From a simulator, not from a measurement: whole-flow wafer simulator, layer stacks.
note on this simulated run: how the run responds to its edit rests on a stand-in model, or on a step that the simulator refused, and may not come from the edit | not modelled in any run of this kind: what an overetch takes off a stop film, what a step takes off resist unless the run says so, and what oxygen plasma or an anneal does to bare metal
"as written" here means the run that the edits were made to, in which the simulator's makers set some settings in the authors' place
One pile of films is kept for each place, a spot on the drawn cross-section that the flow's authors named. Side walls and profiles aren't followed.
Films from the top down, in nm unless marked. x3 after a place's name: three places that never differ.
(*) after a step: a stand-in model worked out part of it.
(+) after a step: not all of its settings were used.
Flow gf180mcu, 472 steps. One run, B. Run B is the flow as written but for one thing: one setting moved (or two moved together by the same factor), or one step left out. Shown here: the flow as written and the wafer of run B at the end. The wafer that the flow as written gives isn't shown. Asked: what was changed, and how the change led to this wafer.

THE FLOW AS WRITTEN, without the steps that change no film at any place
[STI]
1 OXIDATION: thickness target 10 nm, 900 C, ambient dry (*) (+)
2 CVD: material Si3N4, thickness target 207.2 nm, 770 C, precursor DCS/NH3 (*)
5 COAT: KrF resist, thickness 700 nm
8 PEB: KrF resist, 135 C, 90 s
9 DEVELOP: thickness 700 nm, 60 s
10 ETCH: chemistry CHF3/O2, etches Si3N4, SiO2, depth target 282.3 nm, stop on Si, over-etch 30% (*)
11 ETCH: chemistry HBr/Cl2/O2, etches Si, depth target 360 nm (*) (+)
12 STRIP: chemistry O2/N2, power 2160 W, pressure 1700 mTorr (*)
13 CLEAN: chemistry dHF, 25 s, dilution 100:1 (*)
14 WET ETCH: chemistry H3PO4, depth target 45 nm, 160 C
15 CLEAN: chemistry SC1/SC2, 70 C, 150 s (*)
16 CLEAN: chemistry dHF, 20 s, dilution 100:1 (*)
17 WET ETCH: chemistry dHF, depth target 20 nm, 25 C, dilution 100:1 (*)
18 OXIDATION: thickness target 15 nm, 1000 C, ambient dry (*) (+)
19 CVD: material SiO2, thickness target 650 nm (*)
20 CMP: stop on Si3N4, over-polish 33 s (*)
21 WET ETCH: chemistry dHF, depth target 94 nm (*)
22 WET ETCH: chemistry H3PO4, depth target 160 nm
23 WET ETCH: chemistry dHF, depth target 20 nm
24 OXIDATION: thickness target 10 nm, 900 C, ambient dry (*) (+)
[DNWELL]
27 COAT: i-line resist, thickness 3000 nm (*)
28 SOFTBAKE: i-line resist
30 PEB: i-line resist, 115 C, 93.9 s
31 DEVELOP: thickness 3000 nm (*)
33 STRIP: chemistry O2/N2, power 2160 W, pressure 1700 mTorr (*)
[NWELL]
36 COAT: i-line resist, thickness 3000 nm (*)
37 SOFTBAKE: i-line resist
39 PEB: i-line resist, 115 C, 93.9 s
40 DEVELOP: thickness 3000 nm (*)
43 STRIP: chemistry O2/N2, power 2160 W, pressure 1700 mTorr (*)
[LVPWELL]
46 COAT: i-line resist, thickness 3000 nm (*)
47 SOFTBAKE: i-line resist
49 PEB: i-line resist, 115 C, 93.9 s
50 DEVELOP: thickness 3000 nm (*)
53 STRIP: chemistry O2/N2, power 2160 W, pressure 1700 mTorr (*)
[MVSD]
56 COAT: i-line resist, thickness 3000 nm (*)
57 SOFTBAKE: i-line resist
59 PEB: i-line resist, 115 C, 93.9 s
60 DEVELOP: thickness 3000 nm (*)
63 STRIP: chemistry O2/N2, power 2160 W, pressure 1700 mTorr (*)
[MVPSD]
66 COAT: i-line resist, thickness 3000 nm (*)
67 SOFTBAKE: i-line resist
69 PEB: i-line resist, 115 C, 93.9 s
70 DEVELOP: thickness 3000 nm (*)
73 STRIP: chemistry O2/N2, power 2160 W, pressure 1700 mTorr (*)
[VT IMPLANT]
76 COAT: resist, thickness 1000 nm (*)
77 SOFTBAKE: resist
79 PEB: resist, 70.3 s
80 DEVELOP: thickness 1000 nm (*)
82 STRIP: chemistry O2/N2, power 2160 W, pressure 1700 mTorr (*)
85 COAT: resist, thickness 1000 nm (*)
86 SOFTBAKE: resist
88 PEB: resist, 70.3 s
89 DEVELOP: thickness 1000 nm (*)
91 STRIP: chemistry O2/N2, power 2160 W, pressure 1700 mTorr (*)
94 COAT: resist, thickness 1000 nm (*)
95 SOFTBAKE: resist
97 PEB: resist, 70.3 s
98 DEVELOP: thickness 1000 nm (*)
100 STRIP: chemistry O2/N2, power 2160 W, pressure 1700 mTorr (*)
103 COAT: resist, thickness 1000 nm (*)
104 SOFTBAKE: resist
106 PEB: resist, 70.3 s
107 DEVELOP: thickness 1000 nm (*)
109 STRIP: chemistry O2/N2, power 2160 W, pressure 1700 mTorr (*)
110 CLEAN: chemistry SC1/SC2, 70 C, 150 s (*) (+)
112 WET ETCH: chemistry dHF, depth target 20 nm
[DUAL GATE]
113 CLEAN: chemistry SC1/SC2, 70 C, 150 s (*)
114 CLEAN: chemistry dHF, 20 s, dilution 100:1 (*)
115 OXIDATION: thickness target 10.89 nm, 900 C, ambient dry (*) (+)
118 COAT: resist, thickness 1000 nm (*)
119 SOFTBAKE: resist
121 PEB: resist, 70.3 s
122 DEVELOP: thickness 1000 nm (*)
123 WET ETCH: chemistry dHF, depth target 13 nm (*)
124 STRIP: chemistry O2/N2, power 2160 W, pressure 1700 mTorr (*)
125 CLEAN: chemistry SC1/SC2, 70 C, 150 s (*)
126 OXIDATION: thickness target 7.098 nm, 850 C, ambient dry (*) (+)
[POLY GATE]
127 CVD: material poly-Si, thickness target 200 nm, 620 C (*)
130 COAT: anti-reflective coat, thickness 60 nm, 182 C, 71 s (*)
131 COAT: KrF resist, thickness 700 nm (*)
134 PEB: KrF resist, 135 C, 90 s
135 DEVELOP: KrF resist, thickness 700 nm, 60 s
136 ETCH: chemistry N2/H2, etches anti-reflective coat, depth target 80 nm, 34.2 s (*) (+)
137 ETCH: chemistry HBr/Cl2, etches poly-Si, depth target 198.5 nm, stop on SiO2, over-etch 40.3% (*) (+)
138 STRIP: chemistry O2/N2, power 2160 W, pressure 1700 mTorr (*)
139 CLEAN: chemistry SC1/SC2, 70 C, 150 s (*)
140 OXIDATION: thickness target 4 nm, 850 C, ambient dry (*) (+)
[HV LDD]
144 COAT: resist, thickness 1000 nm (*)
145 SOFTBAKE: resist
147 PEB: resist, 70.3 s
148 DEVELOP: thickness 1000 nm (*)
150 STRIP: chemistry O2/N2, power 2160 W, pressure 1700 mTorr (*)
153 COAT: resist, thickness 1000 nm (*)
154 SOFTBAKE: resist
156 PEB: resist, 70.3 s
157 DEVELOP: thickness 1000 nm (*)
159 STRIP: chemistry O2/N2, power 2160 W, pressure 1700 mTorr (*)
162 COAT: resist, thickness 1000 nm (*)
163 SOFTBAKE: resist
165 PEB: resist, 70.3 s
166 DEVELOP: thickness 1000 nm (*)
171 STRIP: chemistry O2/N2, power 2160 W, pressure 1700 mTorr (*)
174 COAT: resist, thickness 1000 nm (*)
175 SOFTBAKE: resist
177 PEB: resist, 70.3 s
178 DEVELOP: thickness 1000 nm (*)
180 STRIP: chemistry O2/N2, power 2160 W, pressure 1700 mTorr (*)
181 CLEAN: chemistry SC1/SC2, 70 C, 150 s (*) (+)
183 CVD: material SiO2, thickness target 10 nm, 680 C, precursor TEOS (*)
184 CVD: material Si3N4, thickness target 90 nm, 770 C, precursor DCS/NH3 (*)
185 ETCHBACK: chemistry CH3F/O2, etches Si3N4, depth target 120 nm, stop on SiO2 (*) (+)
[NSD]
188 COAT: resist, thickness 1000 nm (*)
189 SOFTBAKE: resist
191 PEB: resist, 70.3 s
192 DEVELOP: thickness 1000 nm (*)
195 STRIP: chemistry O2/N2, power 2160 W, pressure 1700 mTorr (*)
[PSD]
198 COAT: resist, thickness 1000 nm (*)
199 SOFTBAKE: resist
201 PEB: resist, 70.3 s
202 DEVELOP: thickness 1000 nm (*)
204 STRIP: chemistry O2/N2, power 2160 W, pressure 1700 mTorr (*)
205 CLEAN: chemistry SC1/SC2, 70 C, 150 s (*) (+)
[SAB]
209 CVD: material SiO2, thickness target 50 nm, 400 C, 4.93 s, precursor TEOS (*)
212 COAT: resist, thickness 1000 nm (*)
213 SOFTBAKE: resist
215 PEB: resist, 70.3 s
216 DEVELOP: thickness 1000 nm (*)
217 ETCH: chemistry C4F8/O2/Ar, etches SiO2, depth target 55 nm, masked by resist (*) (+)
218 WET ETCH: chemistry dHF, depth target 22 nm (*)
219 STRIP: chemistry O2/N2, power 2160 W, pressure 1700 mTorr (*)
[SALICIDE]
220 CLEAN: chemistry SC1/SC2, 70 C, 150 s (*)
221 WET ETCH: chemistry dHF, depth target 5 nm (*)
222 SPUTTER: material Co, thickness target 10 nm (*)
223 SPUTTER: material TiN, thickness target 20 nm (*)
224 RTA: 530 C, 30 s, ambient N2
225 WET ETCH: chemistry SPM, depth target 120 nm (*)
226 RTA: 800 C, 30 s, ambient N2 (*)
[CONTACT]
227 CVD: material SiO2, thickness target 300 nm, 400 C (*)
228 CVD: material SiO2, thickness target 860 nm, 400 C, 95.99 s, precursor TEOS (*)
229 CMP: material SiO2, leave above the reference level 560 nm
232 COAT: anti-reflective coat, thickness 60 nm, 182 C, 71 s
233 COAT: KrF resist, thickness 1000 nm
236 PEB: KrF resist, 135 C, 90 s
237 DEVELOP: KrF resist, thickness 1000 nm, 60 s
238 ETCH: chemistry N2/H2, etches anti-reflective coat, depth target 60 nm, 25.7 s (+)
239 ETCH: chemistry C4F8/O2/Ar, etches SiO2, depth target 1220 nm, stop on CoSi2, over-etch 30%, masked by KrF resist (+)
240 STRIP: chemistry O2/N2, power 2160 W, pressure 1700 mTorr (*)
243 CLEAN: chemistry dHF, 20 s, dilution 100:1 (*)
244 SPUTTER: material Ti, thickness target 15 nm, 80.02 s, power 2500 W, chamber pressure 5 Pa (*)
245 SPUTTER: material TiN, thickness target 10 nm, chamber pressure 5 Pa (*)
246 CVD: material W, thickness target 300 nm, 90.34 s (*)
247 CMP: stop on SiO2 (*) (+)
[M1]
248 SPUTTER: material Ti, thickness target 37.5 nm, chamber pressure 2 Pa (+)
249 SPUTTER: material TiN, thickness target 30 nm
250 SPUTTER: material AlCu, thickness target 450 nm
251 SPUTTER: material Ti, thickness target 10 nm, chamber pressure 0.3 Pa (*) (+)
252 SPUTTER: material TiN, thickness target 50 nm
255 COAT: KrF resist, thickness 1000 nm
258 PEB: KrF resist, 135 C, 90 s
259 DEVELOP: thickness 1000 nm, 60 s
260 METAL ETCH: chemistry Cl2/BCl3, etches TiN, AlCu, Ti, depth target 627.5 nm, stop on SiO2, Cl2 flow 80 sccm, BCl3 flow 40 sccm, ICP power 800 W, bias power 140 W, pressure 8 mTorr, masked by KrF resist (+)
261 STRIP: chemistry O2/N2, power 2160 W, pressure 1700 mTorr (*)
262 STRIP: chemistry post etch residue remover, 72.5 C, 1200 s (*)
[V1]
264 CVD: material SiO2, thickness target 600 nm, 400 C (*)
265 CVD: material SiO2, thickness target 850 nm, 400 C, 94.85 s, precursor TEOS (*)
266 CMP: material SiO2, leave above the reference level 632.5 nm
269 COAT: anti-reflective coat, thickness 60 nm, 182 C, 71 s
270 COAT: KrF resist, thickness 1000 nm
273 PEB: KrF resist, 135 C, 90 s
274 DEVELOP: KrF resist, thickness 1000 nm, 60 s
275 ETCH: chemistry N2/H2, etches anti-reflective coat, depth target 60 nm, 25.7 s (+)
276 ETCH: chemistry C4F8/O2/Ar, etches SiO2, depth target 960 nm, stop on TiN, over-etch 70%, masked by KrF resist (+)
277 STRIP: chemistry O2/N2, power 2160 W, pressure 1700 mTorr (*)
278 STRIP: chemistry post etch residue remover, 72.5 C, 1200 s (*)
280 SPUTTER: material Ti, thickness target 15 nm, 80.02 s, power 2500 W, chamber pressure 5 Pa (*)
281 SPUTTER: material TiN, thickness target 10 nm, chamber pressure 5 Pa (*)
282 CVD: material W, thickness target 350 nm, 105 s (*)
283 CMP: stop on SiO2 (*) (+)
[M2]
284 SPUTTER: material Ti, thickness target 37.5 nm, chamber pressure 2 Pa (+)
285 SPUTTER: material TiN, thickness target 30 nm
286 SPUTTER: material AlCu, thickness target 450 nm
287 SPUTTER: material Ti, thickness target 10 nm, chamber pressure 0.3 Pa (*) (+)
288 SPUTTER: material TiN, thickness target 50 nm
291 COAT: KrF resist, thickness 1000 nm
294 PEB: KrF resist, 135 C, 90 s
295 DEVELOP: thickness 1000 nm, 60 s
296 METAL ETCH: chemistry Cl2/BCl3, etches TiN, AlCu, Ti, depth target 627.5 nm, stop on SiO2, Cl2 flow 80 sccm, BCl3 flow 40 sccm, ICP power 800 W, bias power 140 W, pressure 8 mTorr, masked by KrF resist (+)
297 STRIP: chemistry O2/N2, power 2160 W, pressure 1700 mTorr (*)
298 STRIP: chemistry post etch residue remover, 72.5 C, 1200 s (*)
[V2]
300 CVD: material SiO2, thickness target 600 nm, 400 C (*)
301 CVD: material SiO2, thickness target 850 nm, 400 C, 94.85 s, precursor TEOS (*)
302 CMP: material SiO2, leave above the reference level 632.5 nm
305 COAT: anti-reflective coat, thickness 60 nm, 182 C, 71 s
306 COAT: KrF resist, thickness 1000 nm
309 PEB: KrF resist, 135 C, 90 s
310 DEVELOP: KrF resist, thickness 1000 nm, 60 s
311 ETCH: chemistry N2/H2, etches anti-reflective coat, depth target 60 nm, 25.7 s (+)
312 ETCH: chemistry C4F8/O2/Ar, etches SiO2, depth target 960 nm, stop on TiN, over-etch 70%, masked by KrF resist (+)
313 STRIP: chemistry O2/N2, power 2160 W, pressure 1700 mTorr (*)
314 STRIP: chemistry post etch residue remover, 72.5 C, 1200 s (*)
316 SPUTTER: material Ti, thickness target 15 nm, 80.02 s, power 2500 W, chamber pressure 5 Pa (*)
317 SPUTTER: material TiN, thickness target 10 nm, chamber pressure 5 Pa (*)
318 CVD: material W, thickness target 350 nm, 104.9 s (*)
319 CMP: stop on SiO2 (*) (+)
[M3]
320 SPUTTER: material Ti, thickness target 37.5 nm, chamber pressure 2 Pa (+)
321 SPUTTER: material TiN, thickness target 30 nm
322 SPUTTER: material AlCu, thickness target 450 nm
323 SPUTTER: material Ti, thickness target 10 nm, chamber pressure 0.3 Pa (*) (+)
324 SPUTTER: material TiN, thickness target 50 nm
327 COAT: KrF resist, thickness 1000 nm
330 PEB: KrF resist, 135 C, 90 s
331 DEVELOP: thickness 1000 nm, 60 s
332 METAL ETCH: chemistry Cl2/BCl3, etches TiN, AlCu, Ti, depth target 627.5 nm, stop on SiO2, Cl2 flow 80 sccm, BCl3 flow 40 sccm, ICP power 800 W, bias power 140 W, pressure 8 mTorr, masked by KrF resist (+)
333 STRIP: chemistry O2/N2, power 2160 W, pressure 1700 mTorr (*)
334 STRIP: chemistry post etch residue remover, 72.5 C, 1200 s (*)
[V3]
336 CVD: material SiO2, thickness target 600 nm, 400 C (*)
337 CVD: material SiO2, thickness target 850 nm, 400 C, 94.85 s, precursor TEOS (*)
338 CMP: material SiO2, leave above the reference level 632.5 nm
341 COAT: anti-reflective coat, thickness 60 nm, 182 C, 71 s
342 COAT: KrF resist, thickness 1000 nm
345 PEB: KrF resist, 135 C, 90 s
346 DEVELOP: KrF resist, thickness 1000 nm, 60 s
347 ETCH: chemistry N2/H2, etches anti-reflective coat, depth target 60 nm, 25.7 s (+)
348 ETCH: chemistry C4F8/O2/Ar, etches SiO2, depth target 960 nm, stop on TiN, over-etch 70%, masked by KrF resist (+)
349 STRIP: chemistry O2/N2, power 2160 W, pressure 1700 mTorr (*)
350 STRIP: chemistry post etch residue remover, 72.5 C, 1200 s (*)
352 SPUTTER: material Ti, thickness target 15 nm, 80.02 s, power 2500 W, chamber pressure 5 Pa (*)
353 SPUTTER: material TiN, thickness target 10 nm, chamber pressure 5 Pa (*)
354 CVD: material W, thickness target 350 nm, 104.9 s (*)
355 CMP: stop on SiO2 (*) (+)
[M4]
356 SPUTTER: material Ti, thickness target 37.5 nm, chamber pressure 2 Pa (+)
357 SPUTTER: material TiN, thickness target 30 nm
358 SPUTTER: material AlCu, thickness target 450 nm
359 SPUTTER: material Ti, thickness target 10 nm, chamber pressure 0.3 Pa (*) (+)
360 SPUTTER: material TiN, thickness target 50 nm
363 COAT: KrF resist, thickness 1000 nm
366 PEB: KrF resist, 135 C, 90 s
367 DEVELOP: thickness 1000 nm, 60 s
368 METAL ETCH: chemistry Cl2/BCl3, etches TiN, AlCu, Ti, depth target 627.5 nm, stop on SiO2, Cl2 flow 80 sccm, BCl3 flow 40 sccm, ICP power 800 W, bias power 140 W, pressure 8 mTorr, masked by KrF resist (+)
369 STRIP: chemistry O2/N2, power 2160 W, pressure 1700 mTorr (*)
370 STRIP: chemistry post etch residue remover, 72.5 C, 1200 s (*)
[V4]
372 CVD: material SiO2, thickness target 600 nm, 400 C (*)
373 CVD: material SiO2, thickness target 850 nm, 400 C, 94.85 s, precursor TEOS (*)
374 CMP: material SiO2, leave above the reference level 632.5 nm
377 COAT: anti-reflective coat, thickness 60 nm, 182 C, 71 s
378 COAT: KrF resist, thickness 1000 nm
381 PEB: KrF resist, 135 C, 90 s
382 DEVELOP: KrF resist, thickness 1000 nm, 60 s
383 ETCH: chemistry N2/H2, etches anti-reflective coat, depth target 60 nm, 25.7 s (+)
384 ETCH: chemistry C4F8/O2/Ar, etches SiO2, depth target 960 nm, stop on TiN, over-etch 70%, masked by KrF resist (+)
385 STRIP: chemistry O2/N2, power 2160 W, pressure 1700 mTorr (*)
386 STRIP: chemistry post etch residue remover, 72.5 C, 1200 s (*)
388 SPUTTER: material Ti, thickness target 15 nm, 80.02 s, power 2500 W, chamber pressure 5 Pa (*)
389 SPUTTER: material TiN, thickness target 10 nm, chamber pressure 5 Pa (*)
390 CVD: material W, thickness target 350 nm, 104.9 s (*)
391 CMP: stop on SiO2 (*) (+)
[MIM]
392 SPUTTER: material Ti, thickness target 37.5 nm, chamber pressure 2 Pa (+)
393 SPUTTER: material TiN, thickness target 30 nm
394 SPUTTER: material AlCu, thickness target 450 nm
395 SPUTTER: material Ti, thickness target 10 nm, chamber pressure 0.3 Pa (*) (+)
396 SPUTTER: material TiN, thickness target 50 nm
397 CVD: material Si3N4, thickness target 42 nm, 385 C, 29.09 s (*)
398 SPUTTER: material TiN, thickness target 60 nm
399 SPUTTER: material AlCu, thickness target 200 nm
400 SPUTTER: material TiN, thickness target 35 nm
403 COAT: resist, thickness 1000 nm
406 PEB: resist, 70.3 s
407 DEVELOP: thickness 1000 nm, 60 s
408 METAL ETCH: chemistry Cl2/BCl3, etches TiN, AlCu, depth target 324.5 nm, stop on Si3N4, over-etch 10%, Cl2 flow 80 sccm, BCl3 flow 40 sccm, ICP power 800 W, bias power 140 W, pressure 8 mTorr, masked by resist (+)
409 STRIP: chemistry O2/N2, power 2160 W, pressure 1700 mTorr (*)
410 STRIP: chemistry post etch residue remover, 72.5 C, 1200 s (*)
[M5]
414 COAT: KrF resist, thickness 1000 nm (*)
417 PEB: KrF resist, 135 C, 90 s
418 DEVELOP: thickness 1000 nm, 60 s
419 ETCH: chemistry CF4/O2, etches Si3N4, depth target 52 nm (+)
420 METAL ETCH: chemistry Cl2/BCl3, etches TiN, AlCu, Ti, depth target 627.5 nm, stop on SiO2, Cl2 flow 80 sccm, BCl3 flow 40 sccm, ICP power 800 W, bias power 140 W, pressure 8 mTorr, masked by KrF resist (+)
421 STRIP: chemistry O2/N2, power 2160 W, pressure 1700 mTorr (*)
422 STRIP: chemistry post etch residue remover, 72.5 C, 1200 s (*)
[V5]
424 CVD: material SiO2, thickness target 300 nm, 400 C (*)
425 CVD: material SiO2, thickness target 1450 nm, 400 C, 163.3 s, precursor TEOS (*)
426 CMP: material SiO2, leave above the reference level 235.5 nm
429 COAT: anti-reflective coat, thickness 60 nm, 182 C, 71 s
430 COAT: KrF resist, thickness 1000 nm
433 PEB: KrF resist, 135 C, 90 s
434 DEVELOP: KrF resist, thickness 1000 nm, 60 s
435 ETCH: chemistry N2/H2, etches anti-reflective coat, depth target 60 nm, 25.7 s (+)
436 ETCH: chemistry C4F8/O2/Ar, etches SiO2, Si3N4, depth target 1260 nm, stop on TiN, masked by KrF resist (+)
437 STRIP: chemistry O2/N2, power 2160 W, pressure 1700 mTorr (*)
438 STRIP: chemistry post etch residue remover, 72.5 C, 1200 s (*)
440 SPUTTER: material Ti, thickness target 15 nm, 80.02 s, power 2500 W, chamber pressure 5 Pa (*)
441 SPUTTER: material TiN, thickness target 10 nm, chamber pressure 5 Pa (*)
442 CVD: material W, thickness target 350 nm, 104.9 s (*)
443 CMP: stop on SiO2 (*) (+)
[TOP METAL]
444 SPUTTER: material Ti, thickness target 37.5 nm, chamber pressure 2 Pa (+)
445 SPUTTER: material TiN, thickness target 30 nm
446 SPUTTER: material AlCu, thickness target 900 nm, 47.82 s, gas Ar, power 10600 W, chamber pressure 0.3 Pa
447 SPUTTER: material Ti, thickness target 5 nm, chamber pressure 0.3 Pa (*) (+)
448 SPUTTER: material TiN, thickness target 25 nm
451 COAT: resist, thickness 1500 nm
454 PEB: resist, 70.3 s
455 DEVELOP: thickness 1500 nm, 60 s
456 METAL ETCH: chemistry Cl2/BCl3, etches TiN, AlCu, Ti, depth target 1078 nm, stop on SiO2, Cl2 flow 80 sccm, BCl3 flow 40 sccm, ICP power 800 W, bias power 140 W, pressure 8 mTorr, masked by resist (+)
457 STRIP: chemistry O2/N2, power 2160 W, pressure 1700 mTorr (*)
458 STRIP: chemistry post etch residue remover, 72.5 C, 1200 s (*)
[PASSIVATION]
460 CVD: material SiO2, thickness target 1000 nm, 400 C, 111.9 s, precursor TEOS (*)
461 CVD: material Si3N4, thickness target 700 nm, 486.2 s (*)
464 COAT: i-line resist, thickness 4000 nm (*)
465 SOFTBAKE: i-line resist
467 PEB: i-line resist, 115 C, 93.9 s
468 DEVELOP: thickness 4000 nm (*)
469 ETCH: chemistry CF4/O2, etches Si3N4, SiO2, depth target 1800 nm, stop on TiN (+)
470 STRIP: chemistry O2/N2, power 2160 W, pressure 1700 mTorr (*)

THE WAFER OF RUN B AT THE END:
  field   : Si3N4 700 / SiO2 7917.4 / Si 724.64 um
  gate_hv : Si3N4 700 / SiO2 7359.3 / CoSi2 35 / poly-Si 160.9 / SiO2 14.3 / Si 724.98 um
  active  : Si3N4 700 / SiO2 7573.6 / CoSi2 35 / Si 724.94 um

The cause: step 302, CMP: leave above the reference level 322.6 nm was run, where the flow has leave above the reference level 632.5 nm.

How the change led to this, step by step:
  302 CMP: material SiO2, leave above the reference level 632.5 nm
      field, field__w1, field__w2 and 103 more: SiO2 -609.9 (as written it would be: SiO2 -300)
      field__w8, contact, m1, m1__w1, m1_nw: SiO2 -1187 (as written it would be: SiO2 -877.1)
  312 ETCH: chemistry C4F8/O2/Ar, etches SiO2, depth target 960 nm, stop on TiN, over-etch 70%, masked by KrF resist (+)
      field, field__w1, field__w2 and 107 more: KrF resist -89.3 (as written it would be: KrF resist -192)
      contact: SiO2 -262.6 (all of it) (as written it would be: SiO2 -572.5 (all of it))
  313 STRIP: chemistry O2/N2, power 2160 W, pressure 1700 mTorr (*)
      field, field__w1, field__w2 and 107 more: KrF resist -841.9 (all of it), anti-reflective coat -60 (all of it) (as written it would be: KrF resist -739.2 (all of it), anti-reflective coat -60 (all of it))
  316 SPUTTER: material Ti, thickness target 15 nm, 80.02 s, power 2500 W, chamber pressure 5 Pa (*)
      contact: Ti +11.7 (new film) (as written it would be: Ti +9.65 (new film))
  317 SPUTTER: material TiN, thickness target 10 nm, chamber pressure 5 Pa (*)
      contact: TiN +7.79 (new film) (as written it would be: TiN +6.4 (new film))
  318 CVD: material W, thickness target 350 nm, 104.9 s (*)
      contact: W +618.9 (new film) (as written it would be: W +932.3 (new film))
